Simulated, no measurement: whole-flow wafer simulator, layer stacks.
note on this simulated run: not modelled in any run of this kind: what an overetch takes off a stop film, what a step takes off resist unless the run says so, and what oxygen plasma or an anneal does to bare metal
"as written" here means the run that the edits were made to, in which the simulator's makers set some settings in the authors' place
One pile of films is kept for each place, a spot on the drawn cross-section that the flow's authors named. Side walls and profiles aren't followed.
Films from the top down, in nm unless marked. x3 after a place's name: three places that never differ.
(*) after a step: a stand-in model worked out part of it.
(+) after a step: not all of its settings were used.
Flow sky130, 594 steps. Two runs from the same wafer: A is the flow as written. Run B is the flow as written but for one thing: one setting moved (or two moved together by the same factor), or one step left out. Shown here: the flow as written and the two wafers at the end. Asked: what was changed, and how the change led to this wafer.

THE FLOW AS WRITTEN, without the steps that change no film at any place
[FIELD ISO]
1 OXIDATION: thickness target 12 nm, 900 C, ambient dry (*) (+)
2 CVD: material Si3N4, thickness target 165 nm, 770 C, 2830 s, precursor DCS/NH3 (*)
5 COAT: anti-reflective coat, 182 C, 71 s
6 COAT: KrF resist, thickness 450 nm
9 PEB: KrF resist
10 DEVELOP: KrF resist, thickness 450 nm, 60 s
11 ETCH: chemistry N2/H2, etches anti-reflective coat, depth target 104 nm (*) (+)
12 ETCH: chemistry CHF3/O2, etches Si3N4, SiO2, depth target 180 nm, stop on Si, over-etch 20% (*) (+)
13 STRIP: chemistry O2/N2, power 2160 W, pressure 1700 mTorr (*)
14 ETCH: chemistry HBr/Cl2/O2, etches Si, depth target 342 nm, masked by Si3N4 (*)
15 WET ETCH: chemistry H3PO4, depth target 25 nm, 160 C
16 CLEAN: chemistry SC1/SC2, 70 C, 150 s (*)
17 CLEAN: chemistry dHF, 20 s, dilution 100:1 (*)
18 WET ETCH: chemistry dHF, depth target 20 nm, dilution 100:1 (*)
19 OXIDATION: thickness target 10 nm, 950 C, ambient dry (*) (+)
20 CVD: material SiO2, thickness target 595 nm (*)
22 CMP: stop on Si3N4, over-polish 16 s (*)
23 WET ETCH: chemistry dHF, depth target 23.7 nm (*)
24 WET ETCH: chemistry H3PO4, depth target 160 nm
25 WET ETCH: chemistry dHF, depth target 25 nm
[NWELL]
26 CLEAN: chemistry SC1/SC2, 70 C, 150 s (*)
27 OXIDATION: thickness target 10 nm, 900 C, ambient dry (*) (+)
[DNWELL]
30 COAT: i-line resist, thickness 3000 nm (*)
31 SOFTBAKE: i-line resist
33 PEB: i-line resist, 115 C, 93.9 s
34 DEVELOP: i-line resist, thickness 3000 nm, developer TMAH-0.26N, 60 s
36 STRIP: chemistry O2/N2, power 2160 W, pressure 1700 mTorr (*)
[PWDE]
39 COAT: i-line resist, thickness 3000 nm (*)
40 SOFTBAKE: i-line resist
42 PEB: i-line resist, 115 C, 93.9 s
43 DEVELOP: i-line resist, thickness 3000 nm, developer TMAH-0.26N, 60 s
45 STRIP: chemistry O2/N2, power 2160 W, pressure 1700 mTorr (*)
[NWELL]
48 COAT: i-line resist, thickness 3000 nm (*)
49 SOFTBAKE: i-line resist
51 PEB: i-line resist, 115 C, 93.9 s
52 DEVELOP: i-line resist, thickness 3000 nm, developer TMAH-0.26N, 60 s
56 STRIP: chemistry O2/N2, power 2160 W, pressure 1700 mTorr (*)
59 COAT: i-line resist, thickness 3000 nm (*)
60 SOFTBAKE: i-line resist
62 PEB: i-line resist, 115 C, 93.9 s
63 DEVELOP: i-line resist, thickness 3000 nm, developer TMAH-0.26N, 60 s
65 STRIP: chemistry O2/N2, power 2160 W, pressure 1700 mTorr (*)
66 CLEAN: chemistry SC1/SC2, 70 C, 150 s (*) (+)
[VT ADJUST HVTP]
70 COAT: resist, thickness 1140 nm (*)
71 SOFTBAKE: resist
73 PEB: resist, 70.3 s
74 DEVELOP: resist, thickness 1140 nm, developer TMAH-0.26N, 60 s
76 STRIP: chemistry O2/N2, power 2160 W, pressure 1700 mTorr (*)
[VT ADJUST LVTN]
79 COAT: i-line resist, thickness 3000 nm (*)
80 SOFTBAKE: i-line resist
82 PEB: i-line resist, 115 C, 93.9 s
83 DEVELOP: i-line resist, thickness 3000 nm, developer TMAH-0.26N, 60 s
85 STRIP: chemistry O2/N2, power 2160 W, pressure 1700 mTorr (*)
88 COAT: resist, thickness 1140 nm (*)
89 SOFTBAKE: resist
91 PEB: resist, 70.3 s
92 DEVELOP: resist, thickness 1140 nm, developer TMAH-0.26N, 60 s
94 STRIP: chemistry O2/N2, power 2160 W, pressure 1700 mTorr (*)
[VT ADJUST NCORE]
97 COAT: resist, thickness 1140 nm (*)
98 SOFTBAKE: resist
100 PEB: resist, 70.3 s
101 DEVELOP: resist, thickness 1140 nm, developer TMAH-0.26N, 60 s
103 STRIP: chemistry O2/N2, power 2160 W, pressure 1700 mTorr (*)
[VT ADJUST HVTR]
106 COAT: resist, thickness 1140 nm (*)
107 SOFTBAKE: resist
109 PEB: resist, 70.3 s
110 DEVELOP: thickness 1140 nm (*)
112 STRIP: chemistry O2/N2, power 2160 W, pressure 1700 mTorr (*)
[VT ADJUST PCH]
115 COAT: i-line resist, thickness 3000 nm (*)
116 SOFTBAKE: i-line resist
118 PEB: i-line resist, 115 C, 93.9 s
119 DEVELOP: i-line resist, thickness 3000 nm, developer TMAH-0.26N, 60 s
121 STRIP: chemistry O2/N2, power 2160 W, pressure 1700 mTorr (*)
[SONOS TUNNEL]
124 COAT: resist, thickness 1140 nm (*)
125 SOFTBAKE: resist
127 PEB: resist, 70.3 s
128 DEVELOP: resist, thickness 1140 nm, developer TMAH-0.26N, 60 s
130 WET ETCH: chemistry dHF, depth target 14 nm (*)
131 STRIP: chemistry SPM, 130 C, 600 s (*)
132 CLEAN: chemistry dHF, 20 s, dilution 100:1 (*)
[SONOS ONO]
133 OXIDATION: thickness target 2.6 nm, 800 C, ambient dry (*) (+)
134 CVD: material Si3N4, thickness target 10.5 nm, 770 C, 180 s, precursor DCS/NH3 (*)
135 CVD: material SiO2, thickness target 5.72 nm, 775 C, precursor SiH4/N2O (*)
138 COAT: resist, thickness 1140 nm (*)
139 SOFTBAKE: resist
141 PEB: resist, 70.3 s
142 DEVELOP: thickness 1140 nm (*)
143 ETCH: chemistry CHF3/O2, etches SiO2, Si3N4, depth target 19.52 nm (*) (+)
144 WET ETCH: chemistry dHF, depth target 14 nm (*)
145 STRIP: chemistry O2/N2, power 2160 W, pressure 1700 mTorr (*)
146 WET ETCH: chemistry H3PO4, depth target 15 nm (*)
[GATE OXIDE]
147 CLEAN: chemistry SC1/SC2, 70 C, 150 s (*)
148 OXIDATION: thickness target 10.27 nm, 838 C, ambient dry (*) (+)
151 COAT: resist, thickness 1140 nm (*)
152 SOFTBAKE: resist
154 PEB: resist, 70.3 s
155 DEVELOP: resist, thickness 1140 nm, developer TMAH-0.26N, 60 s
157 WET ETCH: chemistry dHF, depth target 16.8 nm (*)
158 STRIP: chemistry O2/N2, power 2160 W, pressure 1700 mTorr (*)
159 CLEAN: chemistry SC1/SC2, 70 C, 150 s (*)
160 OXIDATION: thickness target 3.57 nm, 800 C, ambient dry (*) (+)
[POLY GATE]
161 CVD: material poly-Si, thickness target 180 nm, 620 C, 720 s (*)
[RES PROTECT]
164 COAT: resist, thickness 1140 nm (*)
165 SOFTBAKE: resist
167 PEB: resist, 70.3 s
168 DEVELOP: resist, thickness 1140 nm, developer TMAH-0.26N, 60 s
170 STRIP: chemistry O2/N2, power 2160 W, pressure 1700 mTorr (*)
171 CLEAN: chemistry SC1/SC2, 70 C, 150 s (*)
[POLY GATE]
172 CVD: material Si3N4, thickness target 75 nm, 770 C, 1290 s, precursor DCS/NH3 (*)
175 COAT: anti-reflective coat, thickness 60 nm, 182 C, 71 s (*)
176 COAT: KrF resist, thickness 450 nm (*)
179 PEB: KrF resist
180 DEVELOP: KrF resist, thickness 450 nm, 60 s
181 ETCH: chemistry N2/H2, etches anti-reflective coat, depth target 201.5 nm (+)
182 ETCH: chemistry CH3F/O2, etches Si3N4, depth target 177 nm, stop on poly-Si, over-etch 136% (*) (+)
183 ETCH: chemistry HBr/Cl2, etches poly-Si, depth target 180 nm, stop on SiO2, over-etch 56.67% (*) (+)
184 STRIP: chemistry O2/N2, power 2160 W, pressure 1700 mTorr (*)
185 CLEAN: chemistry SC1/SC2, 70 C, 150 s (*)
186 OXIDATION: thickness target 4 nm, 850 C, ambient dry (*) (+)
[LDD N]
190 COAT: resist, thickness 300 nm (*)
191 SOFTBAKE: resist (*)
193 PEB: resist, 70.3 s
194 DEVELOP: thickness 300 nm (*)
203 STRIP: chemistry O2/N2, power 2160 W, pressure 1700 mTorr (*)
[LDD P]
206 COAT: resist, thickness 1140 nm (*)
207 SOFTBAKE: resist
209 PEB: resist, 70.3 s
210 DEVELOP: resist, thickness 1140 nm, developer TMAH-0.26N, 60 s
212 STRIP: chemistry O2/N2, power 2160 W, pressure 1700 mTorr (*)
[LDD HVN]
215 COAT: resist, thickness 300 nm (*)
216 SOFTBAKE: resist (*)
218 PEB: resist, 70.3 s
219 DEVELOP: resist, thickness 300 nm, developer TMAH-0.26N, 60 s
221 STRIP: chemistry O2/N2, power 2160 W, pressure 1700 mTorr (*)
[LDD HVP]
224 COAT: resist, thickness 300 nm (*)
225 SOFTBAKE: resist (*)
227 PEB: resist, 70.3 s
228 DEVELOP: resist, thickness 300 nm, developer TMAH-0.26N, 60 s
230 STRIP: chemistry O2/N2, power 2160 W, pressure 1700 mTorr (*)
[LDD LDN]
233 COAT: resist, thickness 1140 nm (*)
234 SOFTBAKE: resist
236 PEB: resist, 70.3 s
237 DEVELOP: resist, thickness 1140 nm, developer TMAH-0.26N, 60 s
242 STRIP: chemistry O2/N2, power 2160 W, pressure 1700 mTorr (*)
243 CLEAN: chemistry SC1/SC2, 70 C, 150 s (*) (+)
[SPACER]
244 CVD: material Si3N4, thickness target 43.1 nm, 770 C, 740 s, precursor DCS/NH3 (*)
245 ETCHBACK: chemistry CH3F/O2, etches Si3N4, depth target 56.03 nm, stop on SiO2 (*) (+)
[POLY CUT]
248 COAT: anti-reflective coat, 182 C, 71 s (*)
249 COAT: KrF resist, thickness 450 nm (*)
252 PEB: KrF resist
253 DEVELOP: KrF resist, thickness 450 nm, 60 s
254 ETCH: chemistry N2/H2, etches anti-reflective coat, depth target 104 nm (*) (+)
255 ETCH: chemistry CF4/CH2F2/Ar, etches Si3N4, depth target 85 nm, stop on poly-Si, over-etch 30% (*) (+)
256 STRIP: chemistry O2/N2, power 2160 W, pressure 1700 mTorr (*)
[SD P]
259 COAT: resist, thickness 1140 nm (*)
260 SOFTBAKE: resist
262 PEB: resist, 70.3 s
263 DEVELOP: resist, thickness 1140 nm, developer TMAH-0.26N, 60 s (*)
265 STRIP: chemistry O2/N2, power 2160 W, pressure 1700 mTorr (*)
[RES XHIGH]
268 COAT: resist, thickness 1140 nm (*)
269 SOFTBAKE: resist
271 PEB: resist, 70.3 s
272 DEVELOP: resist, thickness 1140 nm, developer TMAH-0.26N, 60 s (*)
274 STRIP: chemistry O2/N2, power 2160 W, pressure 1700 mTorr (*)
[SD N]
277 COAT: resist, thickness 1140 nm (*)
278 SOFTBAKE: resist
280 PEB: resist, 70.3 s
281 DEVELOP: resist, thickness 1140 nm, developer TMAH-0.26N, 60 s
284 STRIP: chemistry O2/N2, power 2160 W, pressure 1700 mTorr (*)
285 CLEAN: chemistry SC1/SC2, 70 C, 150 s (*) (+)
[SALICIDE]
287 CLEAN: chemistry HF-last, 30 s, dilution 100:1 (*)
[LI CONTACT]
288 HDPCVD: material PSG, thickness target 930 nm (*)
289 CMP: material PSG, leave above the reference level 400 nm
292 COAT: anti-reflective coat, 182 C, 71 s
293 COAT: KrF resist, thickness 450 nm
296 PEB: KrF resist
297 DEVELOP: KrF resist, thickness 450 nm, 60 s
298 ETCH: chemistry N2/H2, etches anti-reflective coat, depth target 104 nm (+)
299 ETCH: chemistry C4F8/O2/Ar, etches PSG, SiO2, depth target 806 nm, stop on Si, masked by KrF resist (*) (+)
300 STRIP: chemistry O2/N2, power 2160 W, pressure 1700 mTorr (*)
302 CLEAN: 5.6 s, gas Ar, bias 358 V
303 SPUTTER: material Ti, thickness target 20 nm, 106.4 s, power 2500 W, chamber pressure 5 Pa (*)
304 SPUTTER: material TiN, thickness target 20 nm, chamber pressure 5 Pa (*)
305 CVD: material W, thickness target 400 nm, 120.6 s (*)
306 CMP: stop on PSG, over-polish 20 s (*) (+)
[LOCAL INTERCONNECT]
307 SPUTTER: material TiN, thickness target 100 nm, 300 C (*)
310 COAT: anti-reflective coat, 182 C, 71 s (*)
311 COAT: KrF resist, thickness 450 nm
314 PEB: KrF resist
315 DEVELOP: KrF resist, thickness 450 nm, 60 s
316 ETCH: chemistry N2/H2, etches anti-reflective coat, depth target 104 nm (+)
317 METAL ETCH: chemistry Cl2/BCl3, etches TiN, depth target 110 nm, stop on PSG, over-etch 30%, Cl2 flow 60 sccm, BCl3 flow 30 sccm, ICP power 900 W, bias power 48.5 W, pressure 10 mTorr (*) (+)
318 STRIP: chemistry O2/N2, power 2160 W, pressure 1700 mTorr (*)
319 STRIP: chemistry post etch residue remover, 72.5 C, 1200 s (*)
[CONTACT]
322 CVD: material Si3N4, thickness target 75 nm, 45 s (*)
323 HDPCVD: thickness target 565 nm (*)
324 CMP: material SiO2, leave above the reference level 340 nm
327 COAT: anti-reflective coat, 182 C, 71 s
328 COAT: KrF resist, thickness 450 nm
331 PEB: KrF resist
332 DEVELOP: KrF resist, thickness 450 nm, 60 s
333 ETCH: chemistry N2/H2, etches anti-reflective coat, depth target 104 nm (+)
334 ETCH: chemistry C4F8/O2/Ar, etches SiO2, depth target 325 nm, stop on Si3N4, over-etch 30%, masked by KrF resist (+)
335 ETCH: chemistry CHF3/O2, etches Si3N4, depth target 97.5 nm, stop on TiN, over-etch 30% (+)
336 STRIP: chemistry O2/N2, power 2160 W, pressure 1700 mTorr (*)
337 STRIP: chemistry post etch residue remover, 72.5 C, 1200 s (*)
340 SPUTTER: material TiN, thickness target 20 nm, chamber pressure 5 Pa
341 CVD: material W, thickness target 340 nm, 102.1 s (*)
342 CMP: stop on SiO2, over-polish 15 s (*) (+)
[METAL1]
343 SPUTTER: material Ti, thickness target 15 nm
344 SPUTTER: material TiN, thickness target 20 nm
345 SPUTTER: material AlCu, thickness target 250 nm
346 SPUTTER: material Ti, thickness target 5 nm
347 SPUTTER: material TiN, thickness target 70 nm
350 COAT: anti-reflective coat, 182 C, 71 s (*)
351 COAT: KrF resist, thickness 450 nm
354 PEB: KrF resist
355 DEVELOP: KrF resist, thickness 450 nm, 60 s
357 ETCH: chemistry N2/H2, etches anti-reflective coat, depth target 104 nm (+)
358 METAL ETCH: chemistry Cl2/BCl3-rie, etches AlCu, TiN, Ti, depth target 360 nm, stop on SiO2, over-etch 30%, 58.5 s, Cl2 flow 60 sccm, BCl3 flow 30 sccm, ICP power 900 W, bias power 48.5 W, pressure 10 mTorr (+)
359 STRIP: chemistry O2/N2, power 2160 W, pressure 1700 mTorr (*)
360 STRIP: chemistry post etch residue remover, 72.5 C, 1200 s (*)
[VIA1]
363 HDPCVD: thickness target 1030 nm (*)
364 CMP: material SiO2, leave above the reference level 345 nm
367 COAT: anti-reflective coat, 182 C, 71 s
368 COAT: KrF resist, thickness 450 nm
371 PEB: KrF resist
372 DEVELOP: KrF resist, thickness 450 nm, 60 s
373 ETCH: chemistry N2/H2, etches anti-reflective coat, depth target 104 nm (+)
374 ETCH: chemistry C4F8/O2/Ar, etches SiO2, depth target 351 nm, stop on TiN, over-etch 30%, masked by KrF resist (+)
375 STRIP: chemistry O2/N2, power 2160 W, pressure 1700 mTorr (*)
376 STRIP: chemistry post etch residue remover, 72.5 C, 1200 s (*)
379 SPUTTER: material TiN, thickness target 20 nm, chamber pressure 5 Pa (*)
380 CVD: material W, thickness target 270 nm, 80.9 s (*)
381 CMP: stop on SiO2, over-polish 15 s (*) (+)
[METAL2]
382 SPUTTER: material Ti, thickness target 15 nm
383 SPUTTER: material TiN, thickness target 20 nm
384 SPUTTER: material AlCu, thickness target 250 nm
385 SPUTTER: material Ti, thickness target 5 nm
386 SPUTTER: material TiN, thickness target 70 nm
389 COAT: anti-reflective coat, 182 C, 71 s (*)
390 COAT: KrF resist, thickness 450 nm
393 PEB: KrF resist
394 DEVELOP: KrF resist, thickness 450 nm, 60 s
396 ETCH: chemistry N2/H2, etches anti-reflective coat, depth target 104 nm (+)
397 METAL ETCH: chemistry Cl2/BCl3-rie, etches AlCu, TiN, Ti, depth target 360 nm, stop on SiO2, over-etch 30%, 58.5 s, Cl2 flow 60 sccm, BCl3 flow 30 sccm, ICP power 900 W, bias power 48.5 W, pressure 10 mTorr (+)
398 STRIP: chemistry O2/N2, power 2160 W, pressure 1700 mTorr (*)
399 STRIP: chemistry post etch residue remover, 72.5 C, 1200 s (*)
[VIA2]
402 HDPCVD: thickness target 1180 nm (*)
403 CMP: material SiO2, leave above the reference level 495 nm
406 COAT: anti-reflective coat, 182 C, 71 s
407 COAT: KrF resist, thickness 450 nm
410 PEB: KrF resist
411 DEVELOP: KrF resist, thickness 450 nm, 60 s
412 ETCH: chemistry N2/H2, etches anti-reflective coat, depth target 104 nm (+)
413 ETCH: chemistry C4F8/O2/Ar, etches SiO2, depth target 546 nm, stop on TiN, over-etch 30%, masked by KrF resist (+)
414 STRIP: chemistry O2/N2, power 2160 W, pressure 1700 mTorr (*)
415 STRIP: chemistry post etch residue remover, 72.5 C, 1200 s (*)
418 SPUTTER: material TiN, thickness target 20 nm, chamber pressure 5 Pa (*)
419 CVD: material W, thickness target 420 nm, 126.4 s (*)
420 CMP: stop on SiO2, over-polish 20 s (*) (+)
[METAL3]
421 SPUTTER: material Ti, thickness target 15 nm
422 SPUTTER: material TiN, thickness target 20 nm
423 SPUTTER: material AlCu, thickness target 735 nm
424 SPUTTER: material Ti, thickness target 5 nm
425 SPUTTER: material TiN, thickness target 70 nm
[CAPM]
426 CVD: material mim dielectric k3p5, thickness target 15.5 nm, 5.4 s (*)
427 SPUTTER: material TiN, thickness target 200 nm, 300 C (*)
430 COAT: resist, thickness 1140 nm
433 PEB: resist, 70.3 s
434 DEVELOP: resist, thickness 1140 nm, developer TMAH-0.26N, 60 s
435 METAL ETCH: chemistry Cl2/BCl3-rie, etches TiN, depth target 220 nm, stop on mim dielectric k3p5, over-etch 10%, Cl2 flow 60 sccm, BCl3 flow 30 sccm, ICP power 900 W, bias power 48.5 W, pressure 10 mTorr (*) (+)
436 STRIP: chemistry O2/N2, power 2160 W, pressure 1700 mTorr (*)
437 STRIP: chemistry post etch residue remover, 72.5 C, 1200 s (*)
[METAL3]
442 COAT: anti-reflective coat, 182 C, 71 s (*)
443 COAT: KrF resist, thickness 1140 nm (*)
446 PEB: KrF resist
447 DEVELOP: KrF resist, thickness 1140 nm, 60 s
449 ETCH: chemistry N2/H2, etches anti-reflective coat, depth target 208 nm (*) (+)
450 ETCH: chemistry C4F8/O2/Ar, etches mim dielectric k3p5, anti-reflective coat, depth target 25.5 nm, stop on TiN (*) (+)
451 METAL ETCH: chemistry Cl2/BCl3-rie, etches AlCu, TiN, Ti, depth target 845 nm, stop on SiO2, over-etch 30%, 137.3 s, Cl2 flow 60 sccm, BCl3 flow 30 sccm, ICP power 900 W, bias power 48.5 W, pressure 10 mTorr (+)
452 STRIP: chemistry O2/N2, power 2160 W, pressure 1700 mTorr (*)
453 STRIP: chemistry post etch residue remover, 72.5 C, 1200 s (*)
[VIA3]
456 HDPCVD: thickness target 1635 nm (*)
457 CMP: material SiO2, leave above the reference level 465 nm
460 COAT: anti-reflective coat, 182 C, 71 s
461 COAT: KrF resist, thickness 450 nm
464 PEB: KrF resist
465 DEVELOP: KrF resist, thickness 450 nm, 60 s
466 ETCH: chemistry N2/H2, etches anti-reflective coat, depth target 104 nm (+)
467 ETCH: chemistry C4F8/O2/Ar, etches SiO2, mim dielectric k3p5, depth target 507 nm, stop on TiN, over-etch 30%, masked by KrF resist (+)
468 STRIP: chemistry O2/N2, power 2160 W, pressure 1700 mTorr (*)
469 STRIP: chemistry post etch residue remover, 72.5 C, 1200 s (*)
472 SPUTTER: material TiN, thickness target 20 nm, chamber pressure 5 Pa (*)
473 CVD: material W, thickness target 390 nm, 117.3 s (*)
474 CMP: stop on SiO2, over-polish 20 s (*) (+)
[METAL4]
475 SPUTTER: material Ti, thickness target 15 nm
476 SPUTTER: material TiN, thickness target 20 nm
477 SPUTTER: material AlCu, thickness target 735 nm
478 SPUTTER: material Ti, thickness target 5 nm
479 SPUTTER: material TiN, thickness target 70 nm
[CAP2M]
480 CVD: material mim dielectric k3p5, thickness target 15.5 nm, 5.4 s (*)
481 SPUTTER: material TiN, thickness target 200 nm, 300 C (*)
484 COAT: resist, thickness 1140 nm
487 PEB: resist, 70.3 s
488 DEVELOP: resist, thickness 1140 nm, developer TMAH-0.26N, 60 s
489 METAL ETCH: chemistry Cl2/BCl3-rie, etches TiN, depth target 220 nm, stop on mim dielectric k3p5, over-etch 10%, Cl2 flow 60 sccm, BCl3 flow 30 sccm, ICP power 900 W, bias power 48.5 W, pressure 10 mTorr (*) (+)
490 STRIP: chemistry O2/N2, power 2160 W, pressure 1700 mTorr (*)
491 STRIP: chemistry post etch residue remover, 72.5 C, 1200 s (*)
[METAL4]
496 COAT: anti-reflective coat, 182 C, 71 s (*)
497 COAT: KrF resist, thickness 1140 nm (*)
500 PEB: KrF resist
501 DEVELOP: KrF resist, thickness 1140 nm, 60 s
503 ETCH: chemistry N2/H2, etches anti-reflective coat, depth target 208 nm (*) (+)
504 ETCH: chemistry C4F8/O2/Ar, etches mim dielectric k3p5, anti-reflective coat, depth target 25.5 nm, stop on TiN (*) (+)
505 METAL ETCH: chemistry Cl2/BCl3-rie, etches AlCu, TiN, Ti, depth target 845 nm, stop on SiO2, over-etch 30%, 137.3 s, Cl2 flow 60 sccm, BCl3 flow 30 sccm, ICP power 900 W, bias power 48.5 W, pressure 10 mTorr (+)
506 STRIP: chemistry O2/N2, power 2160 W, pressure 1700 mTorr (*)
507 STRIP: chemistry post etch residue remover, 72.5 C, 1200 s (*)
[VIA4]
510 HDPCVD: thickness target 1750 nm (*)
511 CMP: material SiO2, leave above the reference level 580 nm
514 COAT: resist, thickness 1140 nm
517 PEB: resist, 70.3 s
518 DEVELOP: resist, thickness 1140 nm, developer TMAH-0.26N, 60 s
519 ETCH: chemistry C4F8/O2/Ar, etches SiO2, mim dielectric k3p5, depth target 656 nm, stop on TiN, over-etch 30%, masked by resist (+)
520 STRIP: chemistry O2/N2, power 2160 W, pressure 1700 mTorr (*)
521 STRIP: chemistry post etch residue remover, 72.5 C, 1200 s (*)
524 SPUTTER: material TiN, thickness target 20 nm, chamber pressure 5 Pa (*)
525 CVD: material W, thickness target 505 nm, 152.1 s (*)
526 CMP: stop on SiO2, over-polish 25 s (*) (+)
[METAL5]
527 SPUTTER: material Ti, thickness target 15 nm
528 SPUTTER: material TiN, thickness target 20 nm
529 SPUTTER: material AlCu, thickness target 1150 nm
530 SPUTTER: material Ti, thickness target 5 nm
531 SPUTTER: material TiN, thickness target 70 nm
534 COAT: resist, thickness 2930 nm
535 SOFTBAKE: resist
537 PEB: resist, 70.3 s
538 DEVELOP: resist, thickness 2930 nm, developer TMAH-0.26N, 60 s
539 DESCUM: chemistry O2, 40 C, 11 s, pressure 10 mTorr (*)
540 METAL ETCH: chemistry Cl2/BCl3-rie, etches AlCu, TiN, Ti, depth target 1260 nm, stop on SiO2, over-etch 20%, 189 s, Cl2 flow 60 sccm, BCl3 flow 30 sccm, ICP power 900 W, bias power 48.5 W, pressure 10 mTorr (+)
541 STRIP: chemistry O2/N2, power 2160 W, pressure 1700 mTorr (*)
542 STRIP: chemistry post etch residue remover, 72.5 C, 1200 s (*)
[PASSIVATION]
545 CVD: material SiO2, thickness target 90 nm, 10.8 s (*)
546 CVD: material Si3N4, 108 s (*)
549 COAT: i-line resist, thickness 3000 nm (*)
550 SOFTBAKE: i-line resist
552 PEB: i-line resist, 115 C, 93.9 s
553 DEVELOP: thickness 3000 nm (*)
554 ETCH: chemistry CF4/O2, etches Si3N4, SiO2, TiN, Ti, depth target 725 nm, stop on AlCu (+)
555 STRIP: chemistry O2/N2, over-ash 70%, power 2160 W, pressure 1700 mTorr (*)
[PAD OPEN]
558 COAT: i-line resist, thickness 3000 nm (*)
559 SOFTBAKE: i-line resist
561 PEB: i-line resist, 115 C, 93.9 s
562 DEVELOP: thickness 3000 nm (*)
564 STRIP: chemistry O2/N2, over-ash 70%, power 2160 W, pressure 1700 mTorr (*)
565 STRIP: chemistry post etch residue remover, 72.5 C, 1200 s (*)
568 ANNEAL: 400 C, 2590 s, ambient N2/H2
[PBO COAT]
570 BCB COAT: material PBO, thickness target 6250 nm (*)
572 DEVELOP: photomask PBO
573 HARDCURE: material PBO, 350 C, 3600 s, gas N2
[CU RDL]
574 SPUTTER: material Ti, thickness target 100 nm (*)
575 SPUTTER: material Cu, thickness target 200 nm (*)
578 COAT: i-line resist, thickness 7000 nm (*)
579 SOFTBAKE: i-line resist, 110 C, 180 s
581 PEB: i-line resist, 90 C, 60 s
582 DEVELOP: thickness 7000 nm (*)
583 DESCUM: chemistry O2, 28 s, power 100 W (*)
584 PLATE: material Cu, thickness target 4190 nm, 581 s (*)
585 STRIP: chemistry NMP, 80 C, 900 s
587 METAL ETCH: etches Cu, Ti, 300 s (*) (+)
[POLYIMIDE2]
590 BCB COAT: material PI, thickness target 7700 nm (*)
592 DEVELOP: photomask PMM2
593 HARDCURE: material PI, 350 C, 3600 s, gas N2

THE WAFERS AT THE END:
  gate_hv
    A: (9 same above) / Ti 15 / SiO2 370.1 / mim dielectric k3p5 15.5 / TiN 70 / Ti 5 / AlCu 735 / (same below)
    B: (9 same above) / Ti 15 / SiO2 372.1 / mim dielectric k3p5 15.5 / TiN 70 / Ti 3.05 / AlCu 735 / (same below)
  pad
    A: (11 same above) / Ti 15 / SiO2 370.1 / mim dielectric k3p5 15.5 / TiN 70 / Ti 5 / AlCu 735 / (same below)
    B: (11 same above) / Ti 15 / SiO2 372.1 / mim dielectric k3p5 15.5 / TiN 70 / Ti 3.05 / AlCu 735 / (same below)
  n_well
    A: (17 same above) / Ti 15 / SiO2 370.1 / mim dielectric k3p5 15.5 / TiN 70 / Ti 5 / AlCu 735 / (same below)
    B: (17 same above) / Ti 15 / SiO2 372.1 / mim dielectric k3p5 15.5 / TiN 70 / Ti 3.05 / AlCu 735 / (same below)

The cause: step 424, SPUTTER: thickness target 3.05 nm was run, where the flow has thickness target 5 nm.
It can be read off the wafer: gate_hv has Ti 3.05, and step 424 as written asks for 5 nm.

How the change led to this, step by step:
  424 SPUTTER: material Ti, thickness target 5 nm
      field, active, n_well and 188 more: A Ti +5 (new film) | B Ti +3.05 (new film)
  451 METAL ETCH: chemistry Cl2/BCl3-rie, etches AlCu, TiN, Ti, depth target 845 nm, stop on SiO2, over-etch 30%, 137.3 s, Cl2 flow 60 sccm, BCl3 flow 30 sccm, ICP power 900 W, bias power 48.5 W, pressure 10 mTorr (+)
      field, gate, spacer and 68 more: A TiN -70 (all of it), Ti -5 (all of it), AlCu -735 (all of it), TiN -20 (all of it), Ti -15 (all of it), SiO2 -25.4 | B TiN -70 (all of it), Ti -3.05 (all of it), AlCu -735 (all of it), TiN -20 (all of it), Ti -15 (all of it), SiO2 -25.5
      active, vpp_ln, vpp_iso2 and 11 more: A TiN -70 (all of it), Ti -5 (all of it), AlCu -735 (all of it), TiN -20 (all of it), Ti -15 (all of it), SiO2 -25.3 | B TiN -70 (all of it), Ti -3.05 (all of it), AlCu -735 (all of it), TiN -20 (all of it), Ti -15 (all of it), SiO2 -25.5
